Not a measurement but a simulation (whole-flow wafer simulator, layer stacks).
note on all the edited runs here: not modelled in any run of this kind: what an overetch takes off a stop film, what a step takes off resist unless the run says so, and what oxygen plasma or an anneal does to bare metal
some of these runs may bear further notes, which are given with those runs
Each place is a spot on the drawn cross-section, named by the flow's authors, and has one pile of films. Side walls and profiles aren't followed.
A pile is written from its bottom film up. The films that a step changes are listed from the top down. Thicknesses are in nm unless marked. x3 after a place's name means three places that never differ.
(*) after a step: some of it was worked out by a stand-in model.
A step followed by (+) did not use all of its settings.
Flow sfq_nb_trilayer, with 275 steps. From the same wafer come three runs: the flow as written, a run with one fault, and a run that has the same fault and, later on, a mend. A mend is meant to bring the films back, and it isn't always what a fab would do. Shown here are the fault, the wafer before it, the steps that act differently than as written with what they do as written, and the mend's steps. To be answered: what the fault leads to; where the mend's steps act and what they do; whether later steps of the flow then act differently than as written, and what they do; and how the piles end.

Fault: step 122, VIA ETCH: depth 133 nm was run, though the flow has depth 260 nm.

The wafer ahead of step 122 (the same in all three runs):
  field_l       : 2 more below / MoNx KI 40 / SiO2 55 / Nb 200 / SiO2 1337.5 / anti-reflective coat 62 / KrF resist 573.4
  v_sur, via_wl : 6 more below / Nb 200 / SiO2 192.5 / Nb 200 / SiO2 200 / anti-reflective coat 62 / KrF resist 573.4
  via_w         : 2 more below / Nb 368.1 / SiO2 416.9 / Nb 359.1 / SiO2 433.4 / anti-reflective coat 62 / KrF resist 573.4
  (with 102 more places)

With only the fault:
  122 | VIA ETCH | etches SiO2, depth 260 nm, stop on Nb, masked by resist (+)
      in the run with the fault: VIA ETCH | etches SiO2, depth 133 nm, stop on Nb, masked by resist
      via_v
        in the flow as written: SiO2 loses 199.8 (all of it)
        in the run with the fault: SiO2 loses 133
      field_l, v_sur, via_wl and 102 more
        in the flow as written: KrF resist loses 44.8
        in the run with the fault: KrF resist loses 22.9
  Steps later in the flow that act otherwise than as written (not shown: 3 more steps that differ only slightly, by at most 2% or 0.5 nm, whichever is larger):
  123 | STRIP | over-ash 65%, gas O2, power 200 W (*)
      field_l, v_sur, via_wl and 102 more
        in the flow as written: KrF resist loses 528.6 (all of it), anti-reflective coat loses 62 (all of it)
        in the run with the fault: KrF resist loses 550.5 (all of it), anti-reflective coat loses 62 (all of it)
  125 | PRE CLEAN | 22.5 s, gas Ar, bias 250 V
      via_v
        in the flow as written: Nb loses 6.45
        in the run with the fault: SiO2 loses 7.5
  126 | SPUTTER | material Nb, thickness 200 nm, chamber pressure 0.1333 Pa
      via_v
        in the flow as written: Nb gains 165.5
        in the run with the fault: Nb gains 180 (new film)
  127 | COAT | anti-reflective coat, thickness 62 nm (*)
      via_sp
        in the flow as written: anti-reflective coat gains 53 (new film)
        in the run with the fault: anti-reflective coat gains 54.3 (new film)
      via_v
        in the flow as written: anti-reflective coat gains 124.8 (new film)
        in the run with the fault: anti-reflective coat gains 109.5 (new film)
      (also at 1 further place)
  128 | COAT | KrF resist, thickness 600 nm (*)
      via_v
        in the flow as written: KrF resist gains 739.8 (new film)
        in the run with the fault: KrF resist gains 685.5 (new film)
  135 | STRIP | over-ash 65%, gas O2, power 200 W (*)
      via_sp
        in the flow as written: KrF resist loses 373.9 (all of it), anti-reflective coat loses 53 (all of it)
        in the run with the fault: KrF resist loses 378.4 (all of it), anti-reflective coat loses 54.3 (all of it)
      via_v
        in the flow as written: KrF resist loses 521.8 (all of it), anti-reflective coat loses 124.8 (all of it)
        in the run with the fault: KrF resist loses 467.7 (all of it), anti-reflective coat loses 109.5 (all of it)
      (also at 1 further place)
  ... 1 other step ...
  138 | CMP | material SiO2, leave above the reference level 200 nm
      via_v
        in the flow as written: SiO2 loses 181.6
        in the run with the fault: SiO2 loses 157.1
  By the end, the piles at via_v depart from the flow's by more than 2% or 0.5 nm, whichever is larger.
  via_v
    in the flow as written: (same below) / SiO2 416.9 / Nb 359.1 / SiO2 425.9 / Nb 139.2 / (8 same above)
    in the run with the fault: (same below) / SiO2 416.9 / Nb 200 / SiO2 59.3 / Nb 180 / SiO2 345.6 / Nb 139.2 / (8 same above)

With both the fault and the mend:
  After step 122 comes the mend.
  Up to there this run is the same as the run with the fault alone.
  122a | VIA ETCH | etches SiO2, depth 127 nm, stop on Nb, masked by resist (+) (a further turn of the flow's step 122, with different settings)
      field_l, v_sur, via_wl and 102 more
        KrF resist loses 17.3
      via_v
        SiO2 loses 66.8 (all of it)
  None of the later steps of the flow differs from how it acts as written, at any place that is followed, by more than 2% or 0.5 nm, whichever is larger.
  The piles end the same as the flow's at every place that both follow.
